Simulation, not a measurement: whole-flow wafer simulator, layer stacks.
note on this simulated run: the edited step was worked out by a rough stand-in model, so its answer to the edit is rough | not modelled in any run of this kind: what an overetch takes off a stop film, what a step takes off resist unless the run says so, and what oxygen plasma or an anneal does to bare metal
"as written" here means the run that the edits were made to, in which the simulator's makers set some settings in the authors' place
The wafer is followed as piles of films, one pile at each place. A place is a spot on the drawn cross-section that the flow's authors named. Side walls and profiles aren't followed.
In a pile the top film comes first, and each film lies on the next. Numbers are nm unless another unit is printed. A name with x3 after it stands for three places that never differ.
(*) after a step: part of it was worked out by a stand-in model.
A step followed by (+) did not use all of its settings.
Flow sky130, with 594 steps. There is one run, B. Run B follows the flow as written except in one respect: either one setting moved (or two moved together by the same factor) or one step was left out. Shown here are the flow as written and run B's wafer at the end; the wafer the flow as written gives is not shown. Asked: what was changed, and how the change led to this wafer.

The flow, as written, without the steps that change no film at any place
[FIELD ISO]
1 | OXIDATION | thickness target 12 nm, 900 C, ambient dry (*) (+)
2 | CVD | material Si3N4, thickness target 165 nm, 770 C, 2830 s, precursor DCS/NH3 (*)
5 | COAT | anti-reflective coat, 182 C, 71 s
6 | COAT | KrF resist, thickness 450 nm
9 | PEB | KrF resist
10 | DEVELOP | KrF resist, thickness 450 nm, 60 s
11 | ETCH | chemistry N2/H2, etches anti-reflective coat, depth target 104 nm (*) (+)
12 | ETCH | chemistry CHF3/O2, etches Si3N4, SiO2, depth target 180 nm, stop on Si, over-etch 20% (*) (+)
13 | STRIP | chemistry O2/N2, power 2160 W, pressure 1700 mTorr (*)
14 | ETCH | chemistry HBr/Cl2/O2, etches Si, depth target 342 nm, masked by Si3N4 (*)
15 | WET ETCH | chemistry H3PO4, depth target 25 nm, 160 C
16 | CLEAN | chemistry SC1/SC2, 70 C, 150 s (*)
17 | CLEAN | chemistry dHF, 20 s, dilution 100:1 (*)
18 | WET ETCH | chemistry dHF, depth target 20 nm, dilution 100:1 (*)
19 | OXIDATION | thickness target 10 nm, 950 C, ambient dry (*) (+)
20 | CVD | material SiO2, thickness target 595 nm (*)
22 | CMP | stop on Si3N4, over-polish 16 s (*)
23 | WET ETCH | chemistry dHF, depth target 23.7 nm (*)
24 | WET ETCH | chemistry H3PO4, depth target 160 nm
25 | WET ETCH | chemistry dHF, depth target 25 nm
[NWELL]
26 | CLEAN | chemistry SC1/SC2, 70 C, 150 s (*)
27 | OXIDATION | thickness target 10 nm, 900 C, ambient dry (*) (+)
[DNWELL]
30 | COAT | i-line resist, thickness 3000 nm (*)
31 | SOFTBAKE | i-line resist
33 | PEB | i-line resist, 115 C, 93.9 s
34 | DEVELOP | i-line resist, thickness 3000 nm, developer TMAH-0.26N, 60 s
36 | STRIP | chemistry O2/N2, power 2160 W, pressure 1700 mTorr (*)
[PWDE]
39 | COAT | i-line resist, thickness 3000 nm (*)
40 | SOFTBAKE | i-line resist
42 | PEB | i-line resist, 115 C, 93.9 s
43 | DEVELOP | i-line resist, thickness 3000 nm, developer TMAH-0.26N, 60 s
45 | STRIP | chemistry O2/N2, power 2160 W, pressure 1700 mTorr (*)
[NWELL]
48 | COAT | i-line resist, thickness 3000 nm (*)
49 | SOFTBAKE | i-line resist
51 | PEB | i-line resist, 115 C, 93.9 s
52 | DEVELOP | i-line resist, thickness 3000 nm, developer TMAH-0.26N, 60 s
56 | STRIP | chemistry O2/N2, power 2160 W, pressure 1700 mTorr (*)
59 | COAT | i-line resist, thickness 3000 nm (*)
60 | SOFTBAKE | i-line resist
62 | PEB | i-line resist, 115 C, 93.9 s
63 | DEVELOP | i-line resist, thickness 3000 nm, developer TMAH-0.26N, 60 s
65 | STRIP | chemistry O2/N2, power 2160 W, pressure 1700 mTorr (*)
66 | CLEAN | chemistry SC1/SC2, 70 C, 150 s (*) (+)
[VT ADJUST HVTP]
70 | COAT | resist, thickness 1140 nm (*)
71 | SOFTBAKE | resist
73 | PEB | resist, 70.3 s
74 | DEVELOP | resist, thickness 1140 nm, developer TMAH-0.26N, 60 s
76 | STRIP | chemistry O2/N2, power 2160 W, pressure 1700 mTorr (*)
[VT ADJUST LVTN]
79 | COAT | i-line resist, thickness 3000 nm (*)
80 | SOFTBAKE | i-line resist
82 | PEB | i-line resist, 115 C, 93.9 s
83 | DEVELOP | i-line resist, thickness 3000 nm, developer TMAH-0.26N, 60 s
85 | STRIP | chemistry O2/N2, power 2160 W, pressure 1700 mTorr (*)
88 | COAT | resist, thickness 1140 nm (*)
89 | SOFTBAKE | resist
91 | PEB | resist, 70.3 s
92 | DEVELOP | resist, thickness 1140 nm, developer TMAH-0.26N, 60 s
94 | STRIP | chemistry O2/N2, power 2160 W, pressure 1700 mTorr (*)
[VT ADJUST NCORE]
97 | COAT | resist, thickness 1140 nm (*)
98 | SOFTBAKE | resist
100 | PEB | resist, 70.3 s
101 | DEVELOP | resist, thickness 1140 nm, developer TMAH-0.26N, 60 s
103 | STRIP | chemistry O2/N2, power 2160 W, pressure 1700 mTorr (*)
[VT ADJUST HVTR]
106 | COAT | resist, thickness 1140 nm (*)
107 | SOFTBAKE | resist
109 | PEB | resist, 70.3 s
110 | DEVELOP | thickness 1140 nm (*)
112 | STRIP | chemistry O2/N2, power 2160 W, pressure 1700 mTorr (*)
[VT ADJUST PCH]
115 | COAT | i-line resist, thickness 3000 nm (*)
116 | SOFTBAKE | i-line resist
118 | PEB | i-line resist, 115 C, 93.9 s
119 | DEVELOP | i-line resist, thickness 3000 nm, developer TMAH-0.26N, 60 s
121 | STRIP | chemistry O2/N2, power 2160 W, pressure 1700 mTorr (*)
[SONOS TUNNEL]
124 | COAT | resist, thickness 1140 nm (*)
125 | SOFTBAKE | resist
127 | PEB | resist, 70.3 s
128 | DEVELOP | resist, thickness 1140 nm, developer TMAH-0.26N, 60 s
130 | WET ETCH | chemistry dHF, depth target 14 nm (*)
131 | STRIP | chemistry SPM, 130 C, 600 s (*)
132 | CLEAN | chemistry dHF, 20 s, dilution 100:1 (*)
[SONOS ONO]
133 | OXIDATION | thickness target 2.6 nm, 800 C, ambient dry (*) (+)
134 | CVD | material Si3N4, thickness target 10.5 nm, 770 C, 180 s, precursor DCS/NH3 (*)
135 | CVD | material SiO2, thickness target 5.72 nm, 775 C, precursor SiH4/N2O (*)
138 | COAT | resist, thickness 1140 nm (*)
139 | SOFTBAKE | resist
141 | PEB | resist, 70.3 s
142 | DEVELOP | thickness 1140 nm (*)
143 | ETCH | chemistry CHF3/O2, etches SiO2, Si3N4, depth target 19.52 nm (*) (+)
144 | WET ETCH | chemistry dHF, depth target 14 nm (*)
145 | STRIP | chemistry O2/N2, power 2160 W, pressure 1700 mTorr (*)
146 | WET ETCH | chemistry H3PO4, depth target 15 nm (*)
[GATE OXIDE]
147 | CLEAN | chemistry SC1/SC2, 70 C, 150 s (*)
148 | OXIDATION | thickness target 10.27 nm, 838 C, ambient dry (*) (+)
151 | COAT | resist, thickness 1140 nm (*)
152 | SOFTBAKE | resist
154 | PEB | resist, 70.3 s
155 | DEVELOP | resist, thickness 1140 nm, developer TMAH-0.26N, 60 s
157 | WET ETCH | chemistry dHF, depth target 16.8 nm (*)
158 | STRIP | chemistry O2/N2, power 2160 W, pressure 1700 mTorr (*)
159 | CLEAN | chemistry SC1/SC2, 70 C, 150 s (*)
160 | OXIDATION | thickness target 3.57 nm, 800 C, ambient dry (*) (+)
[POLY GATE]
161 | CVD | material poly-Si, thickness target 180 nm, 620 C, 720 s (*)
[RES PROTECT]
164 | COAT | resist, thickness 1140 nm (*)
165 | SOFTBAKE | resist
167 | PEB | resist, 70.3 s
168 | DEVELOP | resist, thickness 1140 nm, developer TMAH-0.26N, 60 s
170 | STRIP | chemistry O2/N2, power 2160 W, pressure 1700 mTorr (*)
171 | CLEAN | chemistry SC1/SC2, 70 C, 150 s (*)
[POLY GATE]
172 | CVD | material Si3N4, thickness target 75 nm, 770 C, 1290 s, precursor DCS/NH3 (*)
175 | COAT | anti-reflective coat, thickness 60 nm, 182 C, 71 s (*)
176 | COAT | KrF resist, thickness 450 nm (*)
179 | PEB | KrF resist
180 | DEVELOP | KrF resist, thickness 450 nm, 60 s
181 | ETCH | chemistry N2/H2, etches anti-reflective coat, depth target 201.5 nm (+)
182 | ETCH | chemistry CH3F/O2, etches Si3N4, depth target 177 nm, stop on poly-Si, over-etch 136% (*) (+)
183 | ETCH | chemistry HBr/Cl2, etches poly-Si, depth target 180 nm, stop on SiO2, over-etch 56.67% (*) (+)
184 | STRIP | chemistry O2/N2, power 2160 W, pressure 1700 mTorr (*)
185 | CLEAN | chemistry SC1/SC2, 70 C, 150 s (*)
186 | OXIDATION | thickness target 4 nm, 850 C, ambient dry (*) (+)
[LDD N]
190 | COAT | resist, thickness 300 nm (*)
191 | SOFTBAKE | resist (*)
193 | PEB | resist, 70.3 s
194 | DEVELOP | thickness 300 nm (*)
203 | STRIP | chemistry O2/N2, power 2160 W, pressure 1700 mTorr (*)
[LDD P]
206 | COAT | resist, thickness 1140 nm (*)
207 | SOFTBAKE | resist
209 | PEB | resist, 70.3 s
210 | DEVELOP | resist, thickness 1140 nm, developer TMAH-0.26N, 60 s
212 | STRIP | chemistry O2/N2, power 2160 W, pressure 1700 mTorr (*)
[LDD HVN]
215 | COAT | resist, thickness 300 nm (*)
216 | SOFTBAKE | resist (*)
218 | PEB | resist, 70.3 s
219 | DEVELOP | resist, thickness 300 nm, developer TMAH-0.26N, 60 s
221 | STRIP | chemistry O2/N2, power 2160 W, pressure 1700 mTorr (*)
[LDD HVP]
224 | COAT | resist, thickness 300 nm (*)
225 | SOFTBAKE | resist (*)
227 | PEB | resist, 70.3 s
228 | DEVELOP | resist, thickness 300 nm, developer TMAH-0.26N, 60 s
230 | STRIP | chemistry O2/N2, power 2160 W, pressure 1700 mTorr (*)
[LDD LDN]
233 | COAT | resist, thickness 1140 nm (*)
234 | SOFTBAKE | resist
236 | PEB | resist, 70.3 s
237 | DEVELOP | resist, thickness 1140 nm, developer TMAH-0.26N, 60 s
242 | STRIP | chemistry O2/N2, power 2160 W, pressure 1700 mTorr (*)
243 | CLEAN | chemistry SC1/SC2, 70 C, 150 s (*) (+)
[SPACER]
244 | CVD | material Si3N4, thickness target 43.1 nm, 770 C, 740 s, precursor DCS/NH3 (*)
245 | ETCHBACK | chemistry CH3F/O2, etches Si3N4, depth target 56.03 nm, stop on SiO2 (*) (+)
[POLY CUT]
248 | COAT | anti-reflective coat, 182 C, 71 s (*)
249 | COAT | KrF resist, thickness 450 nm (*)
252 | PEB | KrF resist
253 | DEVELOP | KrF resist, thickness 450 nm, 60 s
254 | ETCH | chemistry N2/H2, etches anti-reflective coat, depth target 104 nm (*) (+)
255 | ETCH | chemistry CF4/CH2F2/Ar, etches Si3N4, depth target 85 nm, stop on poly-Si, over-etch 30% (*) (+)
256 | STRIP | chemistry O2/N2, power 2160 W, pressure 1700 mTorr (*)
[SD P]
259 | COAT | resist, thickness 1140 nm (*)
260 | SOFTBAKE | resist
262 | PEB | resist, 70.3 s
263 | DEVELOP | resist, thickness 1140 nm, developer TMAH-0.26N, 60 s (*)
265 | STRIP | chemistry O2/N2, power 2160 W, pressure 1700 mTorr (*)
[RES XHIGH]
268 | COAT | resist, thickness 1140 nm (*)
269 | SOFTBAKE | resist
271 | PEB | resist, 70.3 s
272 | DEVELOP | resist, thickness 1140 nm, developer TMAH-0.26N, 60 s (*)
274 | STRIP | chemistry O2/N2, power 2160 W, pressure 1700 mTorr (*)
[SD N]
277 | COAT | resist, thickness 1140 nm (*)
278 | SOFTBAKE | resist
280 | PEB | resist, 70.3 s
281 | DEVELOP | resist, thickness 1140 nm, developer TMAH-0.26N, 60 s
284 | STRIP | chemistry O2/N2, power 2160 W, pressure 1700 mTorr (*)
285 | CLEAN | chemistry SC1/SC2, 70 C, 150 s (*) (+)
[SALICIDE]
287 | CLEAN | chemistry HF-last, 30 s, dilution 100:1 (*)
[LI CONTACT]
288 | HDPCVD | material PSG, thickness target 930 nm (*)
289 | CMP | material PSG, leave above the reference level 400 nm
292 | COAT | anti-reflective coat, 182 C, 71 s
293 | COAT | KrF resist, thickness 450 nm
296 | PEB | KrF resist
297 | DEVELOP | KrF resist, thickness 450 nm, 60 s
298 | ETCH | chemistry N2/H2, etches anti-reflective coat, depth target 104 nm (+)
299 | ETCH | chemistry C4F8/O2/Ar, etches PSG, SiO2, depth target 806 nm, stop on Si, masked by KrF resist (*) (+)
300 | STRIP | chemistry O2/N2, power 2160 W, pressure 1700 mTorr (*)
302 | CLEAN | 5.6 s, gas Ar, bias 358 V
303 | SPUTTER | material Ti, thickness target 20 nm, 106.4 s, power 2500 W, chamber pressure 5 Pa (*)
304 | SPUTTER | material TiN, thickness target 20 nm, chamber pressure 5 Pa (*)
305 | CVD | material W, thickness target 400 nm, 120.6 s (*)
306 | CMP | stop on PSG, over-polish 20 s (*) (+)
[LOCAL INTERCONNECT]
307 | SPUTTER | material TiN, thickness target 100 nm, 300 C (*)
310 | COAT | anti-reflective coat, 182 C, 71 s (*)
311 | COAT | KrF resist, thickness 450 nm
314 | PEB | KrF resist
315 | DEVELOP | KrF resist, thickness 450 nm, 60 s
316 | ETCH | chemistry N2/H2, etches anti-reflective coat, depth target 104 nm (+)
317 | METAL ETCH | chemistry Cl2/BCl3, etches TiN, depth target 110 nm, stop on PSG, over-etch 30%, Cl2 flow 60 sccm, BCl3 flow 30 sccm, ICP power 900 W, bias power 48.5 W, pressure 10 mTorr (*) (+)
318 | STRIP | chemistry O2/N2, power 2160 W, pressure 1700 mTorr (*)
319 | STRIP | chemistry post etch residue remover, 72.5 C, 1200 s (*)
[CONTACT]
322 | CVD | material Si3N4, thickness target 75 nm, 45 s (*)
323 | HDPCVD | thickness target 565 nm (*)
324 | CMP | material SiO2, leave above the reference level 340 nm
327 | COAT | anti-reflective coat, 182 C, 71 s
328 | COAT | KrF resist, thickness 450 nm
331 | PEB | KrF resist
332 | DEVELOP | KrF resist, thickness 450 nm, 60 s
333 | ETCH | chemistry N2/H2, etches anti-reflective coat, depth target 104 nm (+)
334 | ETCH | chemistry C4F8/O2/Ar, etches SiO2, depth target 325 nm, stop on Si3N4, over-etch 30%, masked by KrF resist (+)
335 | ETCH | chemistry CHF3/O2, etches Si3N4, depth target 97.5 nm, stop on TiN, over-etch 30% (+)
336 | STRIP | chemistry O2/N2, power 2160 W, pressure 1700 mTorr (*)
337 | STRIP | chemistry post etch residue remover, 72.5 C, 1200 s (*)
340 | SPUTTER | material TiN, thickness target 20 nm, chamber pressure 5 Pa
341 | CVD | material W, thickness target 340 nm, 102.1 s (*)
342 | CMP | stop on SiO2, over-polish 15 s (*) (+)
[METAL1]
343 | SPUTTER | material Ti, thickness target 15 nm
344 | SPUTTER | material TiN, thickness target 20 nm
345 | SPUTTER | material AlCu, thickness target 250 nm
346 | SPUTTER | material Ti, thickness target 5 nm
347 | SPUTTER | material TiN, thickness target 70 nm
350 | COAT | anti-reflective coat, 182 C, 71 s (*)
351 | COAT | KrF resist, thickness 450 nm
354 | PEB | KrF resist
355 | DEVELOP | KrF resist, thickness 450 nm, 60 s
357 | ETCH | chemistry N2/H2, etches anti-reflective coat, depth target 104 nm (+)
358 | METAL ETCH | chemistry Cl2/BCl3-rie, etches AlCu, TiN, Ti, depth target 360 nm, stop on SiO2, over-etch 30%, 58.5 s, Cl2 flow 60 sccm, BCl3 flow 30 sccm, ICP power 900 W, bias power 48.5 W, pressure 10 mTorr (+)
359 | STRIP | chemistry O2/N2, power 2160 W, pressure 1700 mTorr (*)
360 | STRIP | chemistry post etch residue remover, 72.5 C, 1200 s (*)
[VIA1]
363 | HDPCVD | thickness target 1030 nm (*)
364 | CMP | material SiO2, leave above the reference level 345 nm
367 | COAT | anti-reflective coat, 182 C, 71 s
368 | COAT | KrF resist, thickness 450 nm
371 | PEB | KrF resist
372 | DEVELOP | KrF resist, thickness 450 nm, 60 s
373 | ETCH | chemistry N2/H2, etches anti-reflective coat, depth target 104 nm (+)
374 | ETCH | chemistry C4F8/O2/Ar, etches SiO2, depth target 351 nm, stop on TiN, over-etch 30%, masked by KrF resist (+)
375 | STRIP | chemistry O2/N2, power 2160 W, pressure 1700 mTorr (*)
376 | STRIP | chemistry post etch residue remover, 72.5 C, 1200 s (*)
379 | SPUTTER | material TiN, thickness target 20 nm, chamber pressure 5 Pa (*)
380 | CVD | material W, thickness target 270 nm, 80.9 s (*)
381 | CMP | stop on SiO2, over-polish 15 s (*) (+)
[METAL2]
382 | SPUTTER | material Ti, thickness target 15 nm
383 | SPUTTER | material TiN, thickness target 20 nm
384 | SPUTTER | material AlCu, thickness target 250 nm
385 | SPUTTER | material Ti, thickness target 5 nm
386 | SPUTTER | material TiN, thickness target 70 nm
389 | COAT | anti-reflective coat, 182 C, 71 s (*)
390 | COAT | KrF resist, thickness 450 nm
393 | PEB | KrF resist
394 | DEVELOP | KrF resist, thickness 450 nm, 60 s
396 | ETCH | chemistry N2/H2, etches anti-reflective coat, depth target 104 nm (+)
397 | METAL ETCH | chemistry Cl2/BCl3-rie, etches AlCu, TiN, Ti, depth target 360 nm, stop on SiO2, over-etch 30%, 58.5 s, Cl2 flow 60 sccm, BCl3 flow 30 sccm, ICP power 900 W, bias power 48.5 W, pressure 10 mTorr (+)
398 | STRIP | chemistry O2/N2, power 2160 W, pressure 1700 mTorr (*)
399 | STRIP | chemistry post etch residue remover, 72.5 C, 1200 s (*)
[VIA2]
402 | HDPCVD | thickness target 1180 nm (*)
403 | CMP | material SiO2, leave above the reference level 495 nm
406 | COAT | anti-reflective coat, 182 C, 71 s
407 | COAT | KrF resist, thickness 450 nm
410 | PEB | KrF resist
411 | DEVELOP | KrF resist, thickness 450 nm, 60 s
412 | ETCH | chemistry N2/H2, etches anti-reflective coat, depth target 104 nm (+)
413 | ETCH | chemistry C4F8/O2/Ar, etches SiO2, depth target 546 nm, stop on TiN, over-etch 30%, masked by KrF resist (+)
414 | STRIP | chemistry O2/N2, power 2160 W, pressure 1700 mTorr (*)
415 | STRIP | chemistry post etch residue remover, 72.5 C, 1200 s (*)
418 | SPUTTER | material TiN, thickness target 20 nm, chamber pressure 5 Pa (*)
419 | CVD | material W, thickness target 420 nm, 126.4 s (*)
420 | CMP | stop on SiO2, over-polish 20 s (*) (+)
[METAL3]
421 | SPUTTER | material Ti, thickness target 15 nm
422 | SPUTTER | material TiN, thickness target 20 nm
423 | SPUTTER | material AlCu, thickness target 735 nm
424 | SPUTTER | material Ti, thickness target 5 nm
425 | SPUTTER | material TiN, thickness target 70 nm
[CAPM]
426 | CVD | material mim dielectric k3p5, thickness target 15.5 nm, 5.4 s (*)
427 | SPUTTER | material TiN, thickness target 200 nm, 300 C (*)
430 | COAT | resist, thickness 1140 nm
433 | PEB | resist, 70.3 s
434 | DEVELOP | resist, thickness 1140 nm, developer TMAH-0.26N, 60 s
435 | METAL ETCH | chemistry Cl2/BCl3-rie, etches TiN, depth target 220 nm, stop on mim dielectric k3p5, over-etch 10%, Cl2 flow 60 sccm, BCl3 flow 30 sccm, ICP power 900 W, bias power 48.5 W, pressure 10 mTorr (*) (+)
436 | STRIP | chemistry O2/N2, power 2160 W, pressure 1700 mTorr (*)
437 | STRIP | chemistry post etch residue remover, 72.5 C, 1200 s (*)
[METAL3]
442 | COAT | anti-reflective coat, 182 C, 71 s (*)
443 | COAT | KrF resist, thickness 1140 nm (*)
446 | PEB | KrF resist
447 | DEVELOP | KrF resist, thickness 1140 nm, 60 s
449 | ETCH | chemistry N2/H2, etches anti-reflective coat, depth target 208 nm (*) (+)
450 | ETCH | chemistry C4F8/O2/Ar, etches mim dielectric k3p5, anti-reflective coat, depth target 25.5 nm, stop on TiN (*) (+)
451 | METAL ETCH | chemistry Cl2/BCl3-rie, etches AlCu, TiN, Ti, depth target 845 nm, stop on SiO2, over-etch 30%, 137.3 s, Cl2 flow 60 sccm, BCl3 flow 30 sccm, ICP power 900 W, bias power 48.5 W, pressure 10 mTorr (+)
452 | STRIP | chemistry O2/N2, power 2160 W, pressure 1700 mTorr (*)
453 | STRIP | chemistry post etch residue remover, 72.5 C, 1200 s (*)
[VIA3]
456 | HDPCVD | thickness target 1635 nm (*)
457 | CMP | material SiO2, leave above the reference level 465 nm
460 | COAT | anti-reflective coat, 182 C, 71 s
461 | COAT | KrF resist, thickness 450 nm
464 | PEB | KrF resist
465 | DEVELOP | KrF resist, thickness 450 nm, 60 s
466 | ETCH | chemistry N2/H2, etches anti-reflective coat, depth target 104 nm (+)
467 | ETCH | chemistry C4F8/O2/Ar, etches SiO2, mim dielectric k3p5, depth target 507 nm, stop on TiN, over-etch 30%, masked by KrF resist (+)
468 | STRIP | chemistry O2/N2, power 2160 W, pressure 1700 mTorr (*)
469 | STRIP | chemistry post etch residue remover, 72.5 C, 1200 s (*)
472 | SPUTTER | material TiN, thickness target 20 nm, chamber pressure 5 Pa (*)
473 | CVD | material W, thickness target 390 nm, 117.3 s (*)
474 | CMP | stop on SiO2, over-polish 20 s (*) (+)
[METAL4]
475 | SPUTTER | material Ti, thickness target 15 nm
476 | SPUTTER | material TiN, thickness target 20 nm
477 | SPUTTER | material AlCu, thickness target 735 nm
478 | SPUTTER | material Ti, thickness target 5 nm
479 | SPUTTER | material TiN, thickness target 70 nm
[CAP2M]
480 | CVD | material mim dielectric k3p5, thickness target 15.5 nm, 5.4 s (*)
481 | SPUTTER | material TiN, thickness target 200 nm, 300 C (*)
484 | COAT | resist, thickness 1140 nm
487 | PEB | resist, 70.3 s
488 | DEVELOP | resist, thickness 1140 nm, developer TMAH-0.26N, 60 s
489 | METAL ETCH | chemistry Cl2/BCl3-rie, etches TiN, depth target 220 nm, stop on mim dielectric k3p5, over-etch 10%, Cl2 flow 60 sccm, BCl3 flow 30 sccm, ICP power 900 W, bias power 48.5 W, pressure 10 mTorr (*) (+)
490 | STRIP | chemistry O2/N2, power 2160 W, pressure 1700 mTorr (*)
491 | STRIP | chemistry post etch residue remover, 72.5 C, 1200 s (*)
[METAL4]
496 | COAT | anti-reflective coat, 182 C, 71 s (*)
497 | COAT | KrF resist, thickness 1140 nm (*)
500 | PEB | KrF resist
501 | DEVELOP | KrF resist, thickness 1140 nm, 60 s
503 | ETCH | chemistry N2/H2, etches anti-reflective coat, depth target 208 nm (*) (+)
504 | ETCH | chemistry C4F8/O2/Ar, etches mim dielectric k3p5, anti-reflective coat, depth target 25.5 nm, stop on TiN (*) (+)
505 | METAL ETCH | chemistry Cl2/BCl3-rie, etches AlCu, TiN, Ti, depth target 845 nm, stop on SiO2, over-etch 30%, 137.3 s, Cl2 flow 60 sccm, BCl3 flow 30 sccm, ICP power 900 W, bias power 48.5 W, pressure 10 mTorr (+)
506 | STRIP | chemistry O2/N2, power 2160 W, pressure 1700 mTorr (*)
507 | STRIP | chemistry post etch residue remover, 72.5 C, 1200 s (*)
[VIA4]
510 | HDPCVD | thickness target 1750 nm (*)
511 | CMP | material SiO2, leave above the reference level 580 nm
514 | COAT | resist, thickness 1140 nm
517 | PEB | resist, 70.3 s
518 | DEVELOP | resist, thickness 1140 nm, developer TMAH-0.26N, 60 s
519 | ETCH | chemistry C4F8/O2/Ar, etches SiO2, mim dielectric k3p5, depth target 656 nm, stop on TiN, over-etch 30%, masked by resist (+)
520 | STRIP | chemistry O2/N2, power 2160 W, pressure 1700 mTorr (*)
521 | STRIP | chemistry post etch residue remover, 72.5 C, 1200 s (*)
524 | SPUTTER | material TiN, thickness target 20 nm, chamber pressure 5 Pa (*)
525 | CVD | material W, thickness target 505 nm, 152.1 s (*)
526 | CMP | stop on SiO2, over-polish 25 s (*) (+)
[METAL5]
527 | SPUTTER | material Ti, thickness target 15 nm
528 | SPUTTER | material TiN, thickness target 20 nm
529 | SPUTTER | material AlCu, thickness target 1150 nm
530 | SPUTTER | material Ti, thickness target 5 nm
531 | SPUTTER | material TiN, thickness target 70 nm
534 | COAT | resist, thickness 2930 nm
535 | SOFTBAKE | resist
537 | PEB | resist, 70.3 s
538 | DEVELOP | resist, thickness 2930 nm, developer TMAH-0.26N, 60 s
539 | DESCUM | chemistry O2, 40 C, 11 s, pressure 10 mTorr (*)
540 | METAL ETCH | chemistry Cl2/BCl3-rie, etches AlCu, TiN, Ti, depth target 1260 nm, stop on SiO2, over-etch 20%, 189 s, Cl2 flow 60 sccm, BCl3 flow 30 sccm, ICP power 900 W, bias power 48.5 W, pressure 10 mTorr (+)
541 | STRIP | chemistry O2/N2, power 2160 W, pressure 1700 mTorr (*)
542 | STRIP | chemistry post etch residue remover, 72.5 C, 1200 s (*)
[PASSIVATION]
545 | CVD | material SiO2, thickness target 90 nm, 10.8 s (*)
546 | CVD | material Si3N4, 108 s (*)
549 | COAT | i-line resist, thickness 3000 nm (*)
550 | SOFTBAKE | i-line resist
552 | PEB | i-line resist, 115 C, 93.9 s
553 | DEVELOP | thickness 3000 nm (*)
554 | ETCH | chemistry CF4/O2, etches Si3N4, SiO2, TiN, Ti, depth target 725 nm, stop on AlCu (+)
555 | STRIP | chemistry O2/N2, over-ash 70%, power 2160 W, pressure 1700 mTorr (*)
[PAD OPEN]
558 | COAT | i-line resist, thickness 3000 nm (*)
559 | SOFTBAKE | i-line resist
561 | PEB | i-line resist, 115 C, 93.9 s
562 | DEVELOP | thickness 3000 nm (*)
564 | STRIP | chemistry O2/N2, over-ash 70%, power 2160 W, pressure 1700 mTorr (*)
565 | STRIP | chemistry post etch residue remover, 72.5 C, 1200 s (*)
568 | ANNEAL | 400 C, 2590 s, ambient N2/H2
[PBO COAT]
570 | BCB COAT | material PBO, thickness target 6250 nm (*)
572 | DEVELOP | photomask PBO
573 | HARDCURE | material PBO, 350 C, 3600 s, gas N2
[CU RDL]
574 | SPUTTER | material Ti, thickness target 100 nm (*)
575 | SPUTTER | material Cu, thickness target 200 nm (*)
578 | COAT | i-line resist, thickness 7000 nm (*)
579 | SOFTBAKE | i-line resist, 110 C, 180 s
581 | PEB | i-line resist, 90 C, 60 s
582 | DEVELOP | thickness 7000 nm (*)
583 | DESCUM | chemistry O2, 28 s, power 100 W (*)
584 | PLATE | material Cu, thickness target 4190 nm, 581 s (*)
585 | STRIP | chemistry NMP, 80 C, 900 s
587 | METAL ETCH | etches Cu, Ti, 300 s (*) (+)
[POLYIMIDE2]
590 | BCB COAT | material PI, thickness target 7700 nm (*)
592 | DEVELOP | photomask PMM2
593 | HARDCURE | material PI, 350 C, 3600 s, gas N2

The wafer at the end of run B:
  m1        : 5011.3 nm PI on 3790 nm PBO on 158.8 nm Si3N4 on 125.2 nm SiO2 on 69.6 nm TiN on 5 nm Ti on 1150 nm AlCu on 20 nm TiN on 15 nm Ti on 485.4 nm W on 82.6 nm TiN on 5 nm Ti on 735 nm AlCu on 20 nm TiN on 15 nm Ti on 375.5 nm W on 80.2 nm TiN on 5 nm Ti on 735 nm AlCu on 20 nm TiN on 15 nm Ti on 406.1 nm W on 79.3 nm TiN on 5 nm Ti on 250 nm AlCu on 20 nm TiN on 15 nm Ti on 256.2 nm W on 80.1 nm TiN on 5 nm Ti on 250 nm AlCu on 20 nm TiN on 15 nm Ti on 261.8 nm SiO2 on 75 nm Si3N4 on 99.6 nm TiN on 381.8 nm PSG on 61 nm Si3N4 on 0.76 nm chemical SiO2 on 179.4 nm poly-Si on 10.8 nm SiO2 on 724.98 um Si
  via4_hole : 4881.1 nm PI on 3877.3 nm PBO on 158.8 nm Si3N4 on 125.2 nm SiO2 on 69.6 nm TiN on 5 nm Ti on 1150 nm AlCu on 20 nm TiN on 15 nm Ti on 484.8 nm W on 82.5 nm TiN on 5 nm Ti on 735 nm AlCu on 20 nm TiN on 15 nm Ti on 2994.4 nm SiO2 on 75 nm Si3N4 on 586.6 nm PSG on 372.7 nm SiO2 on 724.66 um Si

The reason: step 524, SPUTTER: thickness target 17 nm was run, while the flow as written has thickness target 20 nm.

Step by step, how the change led to this:
  524 | SPUTTER | material TiN, thickness target 20 nm, chamber pressure 5 Pa (*)
      field, active, n_well and 188 more: TiN gains 17 (new film) (in the flow as written it would be: TiN gains 20 (new film))
      m1, via4_hole: TiN gains 13 (in the flow as written it would be: TiN gains 15.3)
  526 | CMP | stop on SiO2, over-polish 25 s (*) (+)
      field, active, n_well and 188 more: W loses 505 (all of it), TiN loses 17 (all of it), SiO2 loses 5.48 (in the flow as written it would be: W loses 505 (all of it), TiN loses 20 (all of it), SiO2 loses 5.48)
